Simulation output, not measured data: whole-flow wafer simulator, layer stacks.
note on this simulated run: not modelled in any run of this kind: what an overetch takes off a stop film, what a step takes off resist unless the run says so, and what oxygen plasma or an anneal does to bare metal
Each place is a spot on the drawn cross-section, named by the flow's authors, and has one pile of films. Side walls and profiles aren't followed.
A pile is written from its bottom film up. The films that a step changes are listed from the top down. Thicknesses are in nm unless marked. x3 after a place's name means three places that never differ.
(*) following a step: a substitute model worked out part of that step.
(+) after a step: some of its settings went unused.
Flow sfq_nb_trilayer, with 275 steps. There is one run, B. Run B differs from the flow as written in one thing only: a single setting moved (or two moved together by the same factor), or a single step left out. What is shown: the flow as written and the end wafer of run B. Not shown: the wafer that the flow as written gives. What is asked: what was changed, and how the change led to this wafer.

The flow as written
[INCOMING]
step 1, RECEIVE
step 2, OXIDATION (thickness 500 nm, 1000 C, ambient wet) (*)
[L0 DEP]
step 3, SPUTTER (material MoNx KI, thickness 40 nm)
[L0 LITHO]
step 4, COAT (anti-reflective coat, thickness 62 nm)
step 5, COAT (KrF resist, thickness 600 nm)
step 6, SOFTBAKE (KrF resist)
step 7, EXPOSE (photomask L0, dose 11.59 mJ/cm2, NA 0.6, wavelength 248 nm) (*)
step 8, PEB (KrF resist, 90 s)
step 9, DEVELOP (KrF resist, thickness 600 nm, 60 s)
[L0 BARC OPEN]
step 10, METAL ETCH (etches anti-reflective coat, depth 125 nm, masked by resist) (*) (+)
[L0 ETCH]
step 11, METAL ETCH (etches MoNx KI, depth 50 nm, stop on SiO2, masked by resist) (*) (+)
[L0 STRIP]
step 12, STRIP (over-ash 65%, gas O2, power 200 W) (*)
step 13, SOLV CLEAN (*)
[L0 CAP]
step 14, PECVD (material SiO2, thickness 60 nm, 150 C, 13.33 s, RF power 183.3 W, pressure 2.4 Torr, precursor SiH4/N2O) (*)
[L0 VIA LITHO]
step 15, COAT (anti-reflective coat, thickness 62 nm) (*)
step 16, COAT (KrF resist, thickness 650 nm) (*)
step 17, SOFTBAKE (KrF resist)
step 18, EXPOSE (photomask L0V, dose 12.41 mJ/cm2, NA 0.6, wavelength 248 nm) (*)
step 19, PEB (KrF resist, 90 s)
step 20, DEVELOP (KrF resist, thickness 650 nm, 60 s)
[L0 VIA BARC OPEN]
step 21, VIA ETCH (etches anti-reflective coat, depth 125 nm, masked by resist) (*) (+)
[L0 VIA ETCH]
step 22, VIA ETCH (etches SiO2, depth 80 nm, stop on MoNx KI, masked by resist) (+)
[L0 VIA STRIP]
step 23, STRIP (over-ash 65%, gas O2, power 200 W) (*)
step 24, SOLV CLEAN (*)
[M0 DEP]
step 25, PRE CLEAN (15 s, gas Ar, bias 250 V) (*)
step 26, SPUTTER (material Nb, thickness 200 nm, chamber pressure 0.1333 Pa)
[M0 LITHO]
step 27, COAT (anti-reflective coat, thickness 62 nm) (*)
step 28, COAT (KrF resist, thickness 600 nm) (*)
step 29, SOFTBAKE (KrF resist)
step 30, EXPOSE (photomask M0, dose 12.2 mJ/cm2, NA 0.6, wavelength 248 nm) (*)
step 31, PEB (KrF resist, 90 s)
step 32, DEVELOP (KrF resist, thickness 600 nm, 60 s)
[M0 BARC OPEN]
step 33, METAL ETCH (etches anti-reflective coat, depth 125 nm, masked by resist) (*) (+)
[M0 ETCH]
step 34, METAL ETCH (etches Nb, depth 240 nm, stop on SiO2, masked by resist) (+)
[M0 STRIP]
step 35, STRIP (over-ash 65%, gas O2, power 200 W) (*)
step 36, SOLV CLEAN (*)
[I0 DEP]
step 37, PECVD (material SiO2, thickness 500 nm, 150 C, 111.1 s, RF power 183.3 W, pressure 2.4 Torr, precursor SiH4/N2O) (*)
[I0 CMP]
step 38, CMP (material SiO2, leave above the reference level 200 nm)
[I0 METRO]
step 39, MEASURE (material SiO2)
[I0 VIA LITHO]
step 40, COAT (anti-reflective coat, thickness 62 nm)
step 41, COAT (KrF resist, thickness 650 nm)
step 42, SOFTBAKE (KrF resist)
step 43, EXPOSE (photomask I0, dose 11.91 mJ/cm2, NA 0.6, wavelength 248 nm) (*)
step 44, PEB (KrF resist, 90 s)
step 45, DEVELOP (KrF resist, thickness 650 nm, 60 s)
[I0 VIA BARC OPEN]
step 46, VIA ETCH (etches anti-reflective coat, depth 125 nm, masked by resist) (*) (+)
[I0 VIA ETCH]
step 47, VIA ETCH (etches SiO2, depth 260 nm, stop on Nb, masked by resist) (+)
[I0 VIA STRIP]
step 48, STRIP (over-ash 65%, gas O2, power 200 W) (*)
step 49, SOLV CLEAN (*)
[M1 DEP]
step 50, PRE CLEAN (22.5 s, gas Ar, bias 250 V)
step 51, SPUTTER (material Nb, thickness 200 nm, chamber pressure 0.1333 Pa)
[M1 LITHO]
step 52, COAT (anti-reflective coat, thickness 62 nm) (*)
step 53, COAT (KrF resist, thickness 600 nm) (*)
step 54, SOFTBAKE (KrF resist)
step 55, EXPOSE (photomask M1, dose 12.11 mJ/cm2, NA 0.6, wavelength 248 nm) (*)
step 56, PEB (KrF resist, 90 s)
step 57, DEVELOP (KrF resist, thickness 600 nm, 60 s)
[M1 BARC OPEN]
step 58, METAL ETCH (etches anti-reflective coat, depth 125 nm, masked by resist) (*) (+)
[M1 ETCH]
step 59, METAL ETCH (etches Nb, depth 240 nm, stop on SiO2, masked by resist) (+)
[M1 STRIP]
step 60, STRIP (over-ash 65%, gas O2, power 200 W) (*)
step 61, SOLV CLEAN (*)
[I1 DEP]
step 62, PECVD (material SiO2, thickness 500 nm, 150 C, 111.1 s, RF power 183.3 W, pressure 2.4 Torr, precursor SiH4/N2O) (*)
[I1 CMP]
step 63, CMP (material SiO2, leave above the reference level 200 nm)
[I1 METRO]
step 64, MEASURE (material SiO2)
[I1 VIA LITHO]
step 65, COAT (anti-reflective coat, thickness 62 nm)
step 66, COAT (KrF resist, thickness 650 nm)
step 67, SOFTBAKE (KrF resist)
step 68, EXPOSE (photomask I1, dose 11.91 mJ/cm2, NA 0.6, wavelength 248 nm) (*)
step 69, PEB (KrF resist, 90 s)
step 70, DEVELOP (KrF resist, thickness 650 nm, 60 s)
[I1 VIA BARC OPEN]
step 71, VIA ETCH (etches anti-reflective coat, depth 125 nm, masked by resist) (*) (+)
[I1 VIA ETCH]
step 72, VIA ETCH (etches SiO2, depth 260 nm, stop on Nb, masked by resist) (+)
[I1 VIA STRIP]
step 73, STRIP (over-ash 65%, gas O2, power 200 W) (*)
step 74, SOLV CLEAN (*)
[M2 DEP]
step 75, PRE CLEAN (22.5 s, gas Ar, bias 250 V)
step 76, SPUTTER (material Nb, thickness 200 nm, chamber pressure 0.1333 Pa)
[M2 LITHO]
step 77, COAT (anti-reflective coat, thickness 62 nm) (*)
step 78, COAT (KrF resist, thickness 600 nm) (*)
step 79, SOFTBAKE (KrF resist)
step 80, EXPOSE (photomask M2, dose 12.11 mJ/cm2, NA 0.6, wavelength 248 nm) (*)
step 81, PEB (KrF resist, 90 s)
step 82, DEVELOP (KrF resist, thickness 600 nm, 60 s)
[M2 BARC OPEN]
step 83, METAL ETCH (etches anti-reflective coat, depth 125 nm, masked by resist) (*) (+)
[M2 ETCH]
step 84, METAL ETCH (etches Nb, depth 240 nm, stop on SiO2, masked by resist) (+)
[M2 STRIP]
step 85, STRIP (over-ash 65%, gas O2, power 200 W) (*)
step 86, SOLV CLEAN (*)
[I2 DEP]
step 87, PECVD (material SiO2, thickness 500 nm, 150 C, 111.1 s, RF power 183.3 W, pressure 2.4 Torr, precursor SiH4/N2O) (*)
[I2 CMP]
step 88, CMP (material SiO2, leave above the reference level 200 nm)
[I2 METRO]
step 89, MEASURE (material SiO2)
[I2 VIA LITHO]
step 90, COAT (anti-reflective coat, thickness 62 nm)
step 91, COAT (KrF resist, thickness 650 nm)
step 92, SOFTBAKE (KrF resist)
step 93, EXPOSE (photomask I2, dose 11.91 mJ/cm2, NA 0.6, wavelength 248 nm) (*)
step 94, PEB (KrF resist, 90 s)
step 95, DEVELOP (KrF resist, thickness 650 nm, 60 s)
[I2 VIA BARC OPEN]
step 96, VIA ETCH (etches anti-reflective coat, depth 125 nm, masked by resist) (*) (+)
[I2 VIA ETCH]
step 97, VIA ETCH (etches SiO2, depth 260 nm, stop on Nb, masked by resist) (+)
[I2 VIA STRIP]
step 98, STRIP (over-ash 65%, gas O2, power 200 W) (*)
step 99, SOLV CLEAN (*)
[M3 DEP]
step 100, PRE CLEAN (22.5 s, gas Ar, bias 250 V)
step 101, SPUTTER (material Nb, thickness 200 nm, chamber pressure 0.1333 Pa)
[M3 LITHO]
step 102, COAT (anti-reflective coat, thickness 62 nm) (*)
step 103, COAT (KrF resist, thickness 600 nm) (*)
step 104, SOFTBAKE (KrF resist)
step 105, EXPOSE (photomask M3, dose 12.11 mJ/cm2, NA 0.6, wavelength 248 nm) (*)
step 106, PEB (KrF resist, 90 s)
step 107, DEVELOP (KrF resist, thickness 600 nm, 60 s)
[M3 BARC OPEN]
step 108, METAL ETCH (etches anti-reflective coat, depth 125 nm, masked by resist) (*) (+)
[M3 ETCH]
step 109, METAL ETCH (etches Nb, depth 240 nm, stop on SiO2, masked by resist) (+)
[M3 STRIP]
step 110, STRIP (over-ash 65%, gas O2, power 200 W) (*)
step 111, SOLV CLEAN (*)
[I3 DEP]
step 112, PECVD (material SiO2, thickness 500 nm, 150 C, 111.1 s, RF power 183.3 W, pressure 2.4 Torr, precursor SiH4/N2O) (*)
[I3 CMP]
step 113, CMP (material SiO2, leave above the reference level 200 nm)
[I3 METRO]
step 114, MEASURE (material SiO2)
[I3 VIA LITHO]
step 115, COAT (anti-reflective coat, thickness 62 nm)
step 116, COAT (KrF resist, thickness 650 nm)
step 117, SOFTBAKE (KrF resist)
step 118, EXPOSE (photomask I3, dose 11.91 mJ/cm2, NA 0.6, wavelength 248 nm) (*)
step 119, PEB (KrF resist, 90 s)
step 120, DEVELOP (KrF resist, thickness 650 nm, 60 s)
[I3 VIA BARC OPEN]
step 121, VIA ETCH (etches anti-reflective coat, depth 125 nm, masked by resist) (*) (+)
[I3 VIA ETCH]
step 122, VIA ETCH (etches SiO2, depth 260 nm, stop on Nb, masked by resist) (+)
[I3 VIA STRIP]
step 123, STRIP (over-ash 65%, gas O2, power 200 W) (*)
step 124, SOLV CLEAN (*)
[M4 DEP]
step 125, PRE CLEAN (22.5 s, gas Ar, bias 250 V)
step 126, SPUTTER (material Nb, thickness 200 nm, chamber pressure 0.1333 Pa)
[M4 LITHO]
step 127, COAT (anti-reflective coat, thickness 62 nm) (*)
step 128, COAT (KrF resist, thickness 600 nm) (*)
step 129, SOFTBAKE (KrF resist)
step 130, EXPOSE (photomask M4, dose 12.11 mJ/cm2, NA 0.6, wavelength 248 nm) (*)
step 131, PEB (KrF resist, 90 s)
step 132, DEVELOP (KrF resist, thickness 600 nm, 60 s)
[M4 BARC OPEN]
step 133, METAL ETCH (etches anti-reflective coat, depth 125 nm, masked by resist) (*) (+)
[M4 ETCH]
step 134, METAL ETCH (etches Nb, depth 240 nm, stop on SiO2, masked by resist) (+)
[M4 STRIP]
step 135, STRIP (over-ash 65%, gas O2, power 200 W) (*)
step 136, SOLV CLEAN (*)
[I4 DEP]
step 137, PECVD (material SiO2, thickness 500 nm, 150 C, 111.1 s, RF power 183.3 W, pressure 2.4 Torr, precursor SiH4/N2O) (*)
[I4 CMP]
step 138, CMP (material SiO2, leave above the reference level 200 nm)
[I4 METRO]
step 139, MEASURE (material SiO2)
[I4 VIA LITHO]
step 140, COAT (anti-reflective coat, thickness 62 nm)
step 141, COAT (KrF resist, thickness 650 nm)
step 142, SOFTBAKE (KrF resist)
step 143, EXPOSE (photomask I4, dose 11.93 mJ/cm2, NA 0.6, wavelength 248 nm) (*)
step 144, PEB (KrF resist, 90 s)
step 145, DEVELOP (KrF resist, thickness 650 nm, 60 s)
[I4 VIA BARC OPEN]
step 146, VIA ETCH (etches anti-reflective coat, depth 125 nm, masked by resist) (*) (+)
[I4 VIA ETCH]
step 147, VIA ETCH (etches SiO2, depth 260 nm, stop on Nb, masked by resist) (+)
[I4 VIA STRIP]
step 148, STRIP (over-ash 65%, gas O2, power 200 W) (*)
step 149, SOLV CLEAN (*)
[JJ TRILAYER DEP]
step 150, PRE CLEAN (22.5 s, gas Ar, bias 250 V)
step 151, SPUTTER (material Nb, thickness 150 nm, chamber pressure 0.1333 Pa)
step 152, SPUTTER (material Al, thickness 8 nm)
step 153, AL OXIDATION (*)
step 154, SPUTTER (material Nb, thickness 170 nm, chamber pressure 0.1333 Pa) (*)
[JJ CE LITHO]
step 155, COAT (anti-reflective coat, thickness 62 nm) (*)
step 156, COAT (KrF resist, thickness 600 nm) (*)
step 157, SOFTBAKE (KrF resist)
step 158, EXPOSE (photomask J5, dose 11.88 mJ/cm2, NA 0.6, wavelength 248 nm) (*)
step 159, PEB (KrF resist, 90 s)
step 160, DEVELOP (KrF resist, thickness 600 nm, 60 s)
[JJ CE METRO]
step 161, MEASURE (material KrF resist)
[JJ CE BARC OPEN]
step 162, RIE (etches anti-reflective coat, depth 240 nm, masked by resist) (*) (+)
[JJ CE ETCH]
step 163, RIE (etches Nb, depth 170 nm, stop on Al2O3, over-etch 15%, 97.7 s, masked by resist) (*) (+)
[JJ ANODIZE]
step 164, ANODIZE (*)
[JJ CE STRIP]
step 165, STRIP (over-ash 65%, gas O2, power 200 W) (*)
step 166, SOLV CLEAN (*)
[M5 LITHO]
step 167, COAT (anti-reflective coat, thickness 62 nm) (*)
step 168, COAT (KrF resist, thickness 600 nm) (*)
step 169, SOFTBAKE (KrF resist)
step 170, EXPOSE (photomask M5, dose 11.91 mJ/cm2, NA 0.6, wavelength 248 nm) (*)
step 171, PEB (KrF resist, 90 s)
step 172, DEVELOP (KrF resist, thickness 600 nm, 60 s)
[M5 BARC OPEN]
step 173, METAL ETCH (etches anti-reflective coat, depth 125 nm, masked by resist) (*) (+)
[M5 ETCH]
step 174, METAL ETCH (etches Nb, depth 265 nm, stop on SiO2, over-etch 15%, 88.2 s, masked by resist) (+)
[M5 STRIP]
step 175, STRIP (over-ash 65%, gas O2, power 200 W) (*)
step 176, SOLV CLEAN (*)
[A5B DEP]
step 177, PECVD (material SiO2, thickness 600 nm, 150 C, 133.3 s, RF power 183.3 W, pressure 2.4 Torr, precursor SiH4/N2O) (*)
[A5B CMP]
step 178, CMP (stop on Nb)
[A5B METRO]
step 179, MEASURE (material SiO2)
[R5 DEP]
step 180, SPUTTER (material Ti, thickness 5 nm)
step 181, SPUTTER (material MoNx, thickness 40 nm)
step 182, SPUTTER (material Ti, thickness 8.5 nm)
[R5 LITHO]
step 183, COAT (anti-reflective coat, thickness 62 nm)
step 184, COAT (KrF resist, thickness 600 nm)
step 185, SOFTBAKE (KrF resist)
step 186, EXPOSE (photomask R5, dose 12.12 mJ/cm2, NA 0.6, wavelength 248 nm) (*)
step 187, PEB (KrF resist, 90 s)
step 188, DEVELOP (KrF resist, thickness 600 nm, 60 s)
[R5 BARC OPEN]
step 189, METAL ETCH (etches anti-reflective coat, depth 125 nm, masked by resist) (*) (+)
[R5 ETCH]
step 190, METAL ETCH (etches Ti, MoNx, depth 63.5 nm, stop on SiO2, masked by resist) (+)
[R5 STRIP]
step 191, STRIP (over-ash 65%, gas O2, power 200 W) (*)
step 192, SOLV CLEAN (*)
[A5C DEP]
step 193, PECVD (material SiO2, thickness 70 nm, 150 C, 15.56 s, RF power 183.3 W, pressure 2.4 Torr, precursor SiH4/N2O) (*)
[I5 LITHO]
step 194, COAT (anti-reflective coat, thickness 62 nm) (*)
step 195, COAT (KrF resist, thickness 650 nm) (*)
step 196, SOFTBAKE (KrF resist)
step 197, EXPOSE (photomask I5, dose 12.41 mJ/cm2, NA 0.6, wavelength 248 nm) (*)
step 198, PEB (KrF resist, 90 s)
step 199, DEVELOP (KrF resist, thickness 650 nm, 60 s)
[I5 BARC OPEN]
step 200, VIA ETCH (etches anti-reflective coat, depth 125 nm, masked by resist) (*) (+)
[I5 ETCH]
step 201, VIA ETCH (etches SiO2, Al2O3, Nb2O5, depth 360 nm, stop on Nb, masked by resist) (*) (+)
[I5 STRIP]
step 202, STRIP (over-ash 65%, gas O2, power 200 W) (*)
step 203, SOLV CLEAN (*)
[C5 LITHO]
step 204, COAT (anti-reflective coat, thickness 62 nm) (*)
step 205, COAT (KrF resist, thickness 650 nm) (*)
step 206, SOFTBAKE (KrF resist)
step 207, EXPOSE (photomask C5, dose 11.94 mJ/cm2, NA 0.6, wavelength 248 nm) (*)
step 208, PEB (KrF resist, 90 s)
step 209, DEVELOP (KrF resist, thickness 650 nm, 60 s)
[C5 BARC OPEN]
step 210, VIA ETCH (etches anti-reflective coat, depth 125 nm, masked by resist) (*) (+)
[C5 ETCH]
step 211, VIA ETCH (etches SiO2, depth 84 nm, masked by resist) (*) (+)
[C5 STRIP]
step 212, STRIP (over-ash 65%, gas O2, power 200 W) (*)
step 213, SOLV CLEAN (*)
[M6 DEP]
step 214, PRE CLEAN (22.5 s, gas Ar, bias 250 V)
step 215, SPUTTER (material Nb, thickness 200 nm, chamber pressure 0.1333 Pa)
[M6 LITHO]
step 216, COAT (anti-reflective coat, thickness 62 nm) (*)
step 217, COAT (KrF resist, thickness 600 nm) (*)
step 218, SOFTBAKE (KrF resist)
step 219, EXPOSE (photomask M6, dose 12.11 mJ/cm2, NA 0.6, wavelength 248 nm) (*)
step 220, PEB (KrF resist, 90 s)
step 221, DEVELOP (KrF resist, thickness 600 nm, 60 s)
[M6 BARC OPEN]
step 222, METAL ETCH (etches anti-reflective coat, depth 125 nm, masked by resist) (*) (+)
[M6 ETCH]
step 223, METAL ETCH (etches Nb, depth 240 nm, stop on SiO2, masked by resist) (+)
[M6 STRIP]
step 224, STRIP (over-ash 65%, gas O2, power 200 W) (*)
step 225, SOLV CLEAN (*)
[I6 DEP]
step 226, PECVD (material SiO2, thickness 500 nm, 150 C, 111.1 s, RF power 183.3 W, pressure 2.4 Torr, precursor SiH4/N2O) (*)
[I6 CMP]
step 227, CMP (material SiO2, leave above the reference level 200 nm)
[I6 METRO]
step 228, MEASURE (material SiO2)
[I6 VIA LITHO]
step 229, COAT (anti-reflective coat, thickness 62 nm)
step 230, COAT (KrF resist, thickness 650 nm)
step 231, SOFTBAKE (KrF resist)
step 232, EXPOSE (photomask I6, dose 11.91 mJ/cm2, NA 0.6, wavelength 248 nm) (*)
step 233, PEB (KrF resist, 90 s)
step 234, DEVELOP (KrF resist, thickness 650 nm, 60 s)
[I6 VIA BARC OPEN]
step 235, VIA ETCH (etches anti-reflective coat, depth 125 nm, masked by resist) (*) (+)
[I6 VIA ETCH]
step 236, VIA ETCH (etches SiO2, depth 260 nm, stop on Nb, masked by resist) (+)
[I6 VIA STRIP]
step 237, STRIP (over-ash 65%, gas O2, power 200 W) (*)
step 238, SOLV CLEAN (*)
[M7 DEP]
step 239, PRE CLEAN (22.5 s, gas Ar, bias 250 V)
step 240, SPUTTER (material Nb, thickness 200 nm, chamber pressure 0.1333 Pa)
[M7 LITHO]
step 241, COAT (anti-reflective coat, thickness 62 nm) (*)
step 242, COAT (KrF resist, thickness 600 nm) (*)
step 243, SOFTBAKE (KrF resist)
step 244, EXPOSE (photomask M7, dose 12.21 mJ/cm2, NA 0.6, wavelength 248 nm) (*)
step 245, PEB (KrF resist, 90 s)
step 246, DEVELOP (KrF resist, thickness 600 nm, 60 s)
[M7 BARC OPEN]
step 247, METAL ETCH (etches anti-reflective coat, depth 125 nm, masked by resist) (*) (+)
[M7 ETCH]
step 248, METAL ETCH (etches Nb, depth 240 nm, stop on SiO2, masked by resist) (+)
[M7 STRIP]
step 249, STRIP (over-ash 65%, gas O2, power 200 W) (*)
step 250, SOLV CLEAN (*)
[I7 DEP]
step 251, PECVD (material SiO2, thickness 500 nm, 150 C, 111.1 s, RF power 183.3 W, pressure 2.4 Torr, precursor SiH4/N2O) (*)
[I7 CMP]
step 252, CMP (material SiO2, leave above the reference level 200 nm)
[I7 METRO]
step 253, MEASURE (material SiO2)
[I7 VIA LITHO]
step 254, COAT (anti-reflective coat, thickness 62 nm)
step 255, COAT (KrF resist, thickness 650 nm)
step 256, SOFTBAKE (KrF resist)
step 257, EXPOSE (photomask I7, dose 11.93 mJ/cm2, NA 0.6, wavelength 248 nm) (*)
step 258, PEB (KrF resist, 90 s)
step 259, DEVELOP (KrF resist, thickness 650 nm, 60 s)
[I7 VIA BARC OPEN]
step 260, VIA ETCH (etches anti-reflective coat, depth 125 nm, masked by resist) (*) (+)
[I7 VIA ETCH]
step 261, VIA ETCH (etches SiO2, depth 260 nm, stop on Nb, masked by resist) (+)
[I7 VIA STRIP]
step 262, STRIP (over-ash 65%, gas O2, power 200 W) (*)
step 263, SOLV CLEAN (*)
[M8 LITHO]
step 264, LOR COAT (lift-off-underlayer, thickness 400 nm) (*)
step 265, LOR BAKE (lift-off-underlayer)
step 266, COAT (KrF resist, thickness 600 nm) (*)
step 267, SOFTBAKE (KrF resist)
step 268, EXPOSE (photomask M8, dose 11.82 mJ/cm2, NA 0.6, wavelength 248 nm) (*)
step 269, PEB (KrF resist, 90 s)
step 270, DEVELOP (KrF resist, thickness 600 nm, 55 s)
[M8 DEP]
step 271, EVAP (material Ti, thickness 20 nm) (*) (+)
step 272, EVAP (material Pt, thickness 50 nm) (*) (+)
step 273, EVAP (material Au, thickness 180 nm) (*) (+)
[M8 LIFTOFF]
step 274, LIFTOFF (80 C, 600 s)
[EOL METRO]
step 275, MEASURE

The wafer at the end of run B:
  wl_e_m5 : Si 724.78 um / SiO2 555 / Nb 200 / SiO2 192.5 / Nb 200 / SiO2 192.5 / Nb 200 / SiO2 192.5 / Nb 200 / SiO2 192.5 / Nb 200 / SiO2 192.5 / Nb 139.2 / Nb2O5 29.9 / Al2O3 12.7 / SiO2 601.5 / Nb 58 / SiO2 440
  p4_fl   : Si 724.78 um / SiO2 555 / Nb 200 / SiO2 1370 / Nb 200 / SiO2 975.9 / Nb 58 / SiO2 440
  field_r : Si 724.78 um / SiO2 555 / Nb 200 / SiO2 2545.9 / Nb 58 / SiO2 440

Cause: step 240, SPUTTER: thickness 298 nm was run, while the flow as written has thickness 200 nm.

The path from the change to this, step by step:
  step 240, SPUTTER (material Nb, thickness 200 nm, chamber pressure 0.1333 Pa)
      field_l, v_sur, via_wl and 102 more: +298 Nb (new film) (in the flow as written it would be: +200 Nb (new film))
      via_v: +240.7 Nb (in the flow as written it would be: +161.1 Nb)
  step 241, COAT (anti-reflective coat, thickness 62 nm) (*)
      via_v: +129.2 anti-reflective coat (new film) (in the flow as written it would be: +126 anti-reflective coat (new film))
  step 248, METAL ETCH (etches Nb, depth 240 nm, stop on SiO2, masked by resist) (+)
      field_l, field_r, lsp_l and 62 more: -240 Nb (in the flow as written it would be: -200 Nb (all of it))
  step 249, STRIP (over-ash 65%, gas O2, power 200 W) (*)
      via_v: -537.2 KrF resist (all of it), -129.2 anti-reflective coat (all of it) (in the flow as written it would be: -524.5 KrF resist (all of it), -126 anti-reflective coat (all of it))
  step 251, PECVD (material SiO2, thickness 500 nm, 150 C, 111.1 s, RF power 183.3 W, pressure 2.4 Torr, precursor SiH4/N2O) (*)
      field_l, p4_fl, p4_fm and 56 more: +500 SiO2 (new film) (in the flow as written it would be: +500 SiO2)
      field_r, lsp_l: +473.2 SiO2 (new film) (in the flow as written it would be: +477.7 SiO2)
      (and at 4 other places as well)
  step 252, CMP (material SiO2, leave above the reference level 200 nm)
      field_l, p4_fl, p4_fm and 56 more: -60 SiO2 (in the flow as written it would be: -100 SiO2)
      field_r, lsp_l: -33.2 SiO2 (in the flow as written it would be: -77.7 SiO2)
      (and at 3 other places as well)
Taking metal films that touch as one body, wl_e_m5 has 7 bodies (between them, from the top down: SiO2 601.5 / Al2O3 12.7 / Nb2O5 29.9; SiO2 192.5; SiO2 192.5; SiO2 192.5; SiO2 192.5; SiO2 192.5); the flow as written gives 6 bodies (between them, from the top down: SiO2 192.5; SiO2 192.5; SiO2 192.5; SiO2 192.5; SiO2 192.5).
Taking metal films that touch as one body, p4_fl has 3 bodies (between them, from the top down: SiO2 975.9; SiO2 1370); the flow as written gives 2 bodies (between them, from the top down: SiO2 1370).
Taking metal films that touch as one body, field_r has 2 bodies (between them, from the top down: SiO2 2545.9); the flow as written gives 1 body.
